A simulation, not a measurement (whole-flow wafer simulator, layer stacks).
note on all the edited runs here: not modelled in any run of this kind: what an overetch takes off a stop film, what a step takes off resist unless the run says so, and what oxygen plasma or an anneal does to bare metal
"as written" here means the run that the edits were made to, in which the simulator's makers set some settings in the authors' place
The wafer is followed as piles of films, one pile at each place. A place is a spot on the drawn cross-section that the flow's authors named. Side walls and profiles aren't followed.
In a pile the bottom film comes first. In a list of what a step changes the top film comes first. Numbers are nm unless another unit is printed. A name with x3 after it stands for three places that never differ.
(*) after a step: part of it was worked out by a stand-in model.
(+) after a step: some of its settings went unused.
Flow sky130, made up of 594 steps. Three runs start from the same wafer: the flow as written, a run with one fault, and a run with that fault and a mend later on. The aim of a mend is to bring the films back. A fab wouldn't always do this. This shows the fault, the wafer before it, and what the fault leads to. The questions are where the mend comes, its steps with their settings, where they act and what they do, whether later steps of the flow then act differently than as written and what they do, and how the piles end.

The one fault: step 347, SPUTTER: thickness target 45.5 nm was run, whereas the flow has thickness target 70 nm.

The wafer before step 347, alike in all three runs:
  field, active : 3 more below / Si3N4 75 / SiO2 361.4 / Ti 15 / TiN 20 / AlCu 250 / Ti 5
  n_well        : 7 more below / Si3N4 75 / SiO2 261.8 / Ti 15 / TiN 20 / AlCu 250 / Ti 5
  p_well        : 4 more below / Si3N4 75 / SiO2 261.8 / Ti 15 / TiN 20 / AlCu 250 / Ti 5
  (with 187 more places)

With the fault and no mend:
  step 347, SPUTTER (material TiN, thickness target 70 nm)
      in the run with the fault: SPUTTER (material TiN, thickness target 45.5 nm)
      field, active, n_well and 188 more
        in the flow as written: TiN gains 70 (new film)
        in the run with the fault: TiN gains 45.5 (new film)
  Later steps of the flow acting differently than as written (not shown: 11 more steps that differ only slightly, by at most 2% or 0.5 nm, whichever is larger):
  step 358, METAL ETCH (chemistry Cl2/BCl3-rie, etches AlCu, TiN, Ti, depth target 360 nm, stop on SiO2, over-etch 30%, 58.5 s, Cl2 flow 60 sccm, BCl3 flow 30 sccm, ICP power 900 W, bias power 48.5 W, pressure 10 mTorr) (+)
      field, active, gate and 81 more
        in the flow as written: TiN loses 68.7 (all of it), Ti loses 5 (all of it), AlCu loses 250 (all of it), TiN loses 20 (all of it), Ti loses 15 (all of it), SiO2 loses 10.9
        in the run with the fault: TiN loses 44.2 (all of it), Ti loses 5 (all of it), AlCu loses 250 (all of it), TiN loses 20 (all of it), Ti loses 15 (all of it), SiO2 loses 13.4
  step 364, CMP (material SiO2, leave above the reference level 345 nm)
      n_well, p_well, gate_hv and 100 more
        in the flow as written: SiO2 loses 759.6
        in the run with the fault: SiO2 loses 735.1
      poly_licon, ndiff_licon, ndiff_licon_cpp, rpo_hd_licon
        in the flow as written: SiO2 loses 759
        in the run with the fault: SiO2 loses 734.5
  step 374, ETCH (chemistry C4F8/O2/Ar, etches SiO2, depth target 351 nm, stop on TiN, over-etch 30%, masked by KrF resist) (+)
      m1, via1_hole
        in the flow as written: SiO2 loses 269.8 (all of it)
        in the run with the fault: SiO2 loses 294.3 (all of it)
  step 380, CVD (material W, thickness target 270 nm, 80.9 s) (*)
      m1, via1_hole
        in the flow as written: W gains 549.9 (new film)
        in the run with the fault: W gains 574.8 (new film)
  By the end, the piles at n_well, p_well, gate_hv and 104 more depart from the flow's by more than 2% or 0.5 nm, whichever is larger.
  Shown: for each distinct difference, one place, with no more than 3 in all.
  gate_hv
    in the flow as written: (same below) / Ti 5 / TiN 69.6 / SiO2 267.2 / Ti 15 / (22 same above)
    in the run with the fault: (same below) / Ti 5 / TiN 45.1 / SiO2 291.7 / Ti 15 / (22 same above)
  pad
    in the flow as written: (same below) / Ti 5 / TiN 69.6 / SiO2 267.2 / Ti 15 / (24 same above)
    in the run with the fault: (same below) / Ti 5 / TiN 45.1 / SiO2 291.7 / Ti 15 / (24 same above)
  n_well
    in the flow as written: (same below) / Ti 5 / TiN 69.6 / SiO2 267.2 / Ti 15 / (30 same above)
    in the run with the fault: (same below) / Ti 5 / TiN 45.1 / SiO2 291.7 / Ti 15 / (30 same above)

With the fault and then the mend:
  The mend follows step 347.
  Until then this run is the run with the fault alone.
  step 347a, SPUTTER (material TiN, thickness target 24.5 nm) (the flow's step 347 again, with other settings)
      field, active, n_well and 188 more
        TiN gains 24.5
  Later steps of the flow that are run all act as written at every place that is followed, up to a difference of at most 2% or 0.5 nm, whichever is larger.
  By the end, the piles equal the flow's at every place that both follow.
